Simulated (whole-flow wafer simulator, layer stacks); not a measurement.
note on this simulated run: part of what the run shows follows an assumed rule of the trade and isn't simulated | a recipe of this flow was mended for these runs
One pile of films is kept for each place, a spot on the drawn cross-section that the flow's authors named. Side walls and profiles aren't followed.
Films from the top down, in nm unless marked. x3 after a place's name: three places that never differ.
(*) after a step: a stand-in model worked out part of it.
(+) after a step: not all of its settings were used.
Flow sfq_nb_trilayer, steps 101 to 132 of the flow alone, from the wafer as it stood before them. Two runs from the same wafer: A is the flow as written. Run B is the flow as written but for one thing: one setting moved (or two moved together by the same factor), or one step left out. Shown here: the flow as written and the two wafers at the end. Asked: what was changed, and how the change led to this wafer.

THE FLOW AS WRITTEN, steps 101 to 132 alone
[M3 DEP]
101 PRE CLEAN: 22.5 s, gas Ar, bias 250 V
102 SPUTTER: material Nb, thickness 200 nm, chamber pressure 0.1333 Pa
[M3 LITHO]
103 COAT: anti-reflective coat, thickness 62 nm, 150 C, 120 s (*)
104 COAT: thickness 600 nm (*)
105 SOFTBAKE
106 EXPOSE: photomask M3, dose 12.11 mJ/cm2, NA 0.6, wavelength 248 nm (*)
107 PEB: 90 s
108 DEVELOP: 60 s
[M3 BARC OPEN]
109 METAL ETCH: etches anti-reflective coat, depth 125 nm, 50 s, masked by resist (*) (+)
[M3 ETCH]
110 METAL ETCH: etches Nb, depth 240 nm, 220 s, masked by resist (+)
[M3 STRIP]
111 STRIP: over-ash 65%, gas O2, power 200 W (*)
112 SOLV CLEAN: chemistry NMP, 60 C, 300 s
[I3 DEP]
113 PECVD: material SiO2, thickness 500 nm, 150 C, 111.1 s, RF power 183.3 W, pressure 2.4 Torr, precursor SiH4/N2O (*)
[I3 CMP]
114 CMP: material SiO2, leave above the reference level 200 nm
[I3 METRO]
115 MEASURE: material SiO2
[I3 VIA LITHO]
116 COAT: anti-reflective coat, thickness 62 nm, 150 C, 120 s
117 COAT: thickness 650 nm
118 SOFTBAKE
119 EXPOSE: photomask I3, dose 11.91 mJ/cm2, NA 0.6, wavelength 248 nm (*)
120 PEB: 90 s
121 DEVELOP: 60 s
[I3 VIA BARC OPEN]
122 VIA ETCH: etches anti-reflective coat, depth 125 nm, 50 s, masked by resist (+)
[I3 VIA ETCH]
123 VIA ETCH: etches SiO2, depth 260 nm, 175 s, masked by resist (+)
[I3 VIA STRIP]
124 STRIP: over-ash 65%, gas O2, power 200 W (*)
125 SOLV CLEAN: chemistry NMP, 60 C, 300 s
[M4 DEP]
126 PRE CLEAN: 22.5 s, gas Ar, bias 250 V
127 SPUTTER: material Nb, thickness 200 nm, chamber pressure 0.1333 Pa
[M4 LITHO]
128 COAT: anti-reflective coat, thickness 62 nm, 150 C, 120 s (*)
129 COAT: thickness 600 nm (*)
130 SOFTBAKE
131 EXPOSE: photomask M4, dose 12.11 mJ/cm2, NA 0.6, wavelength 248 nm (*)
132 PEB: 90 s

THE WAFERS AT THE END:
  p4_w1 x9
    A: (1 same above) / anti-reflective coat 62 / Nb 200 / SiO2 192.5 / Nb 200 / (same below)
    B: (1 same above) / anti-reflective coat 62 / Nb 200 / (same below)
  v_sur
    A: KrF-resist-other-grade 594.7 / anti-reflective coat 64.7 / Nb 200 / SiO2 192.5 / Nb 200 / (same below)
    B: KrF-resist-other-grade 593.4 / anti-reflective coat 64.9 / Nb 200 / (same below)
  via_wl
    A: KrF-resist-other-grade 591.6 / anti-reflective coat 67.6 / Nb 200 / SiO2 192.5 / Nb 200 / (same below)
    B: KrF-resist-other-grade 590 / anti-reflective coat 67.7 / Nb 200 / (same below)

The cause: step 102, SPUTTER: material Nb, thickness 200 nm, chamber pressure 0.1333 Pa, was left out.

How the change led to this, step by step:
  103 COAT: anti-reflective coat, thickness 62 nm, 150 C, 120 s (*)
      via_wl, via_wr: A anti-reflective coat +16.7 (new film) | B anti-reflective coat +11.4 (new film)
      field_l: A anti-reflective coat +67.6 (new film) | B anti-reflective coat +65.8 (new film)
      (and at 3 more places)
  104 COAT: thickness 600 nm (*)
      via_w: A KrF-resist-other-grade +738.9 (new film) | B KrF-resist-other-grade +716.9 (new film)
  109 METAL ETCH: etches anti-reflective coat, depth 125 nm, 50 s, masked by resist (*) (+)
      field_l: A anti-reflective coat -67.6 (all of it) | B anti-reflective coat -65.8 (all of it), SiO2 -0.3
  110 METAL ETCH: etches Nb, depth 240 nm, 220 s, masked by resist (+)
      field_l, be, be_sur and 72 more: A Nb -200 (all of it), SiO2 -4 | B SiO2 -24
  111 STRIP: over-ash 65%, gas O2, power 200 W (*)
      v_sur: A KrF-resist-other-grade -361 (all of it), anti-reflective coat -46 (all of it) | B KrF-resist-other-grade -366.7 (all of it), anti-reflective coat -39.3 (all of it)
      via_wl: A KrF-resist-other-grade -381.1 (all of it), anti-reflective coat -16.7 (all of it) | B KrF-resist-other-grade -386.3 (all of it), anti-reflective coat -11.4 (all of it)
      (and at 3 more places)
  113 PECVD: material SiO2, thickness 500 nm, 150 C, 111.1 s, RF power 183.3 W, pressure 2.4 Torr, precursor SiH4/N2O (*)
      v_sur, via_wl, via_wr, via_sp, via_v, wire, p4_w1 x9, wl_j_sl x15: A SiO2 +500 (new film) | B SiO2 +500
      p4_g1 x8: A SiO2 +561.1 | B SiO2 +500
      (and at 1 more place)
  114 CMP: material SiO2, leave above the reference level 200 nm
      field_l, be, be_sur and 64 more: A SiO2 -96 | B SiO2 -468.2
      v_sur, via_wl, via_wr, via_sp, via_v, wire, p4_w1 x9, wl_j_sl x15: A SiO2 -300 | B SiO2 -492.5
      (and at 9 more places)
  123 VIA ETCH: etches SiO2, depth 260 nm, 175 s, masked by resist (+)
      via_v: A SiO2 -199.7 (all of it), Nb -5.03 | B SiO2 -260
  126 PRE CLEAN: 22.5 s, gas Ar, bias 250 V
      via_v: A Nb -6.45 | B SiO2 -7.5
  127 SPUTTER: material Nb, thickness 200 nm, chamber pressure 0.1333 Pa
      via_v: A Nb +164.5 | B Nb +152.6 (new film)
  128 COAT: anti-reflective coat, thickness 62 nm, 150 C, 120 s (*)
      via_wr: A anti-reflective coat +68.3 (new film) | B anti-reflective coat +65 (new film)
      via_sp: A anti-reflective coat +41.4 (new film) | B anti-reflective coat +38.2 (new film)
      (and at 3 more places)
  129 COAT: thickness 600 nm (*)
      via_v: A KrF-resist-other-grade +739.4 (new film) | B KrF-resist-other-grade +792.8 (new film)
Counting metal films that touch as one body, p4_w1 x9 has 2 bodies (between them, from the top down: SiO2 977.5); the flow as written gives 3 bodies (between them, from the top down: SiO2 192.5; SiO2 977.5).
Counting metal films that touch as one body, v_sur has 4 bodies (between them, from the top down: SiO2 192.5; SiO2 192.5; SiO2 192.5); the flow as written gives 5 bodies (between them, from the top down: SiO2 192.5; SiO2 192.5; SiO2 192.5; SiO2 192.5).
Counting metal films that touch as one body, via_wl has 4 bodies (between them, from the top down: SiO2 192.5; SiO2 192.5; SiO2 192.5); the flow as written gives 5 bodies (between them, from the top down: SiO2 192.5; SiO2 192.5; SiO2 192.5; SiO2 192.5).
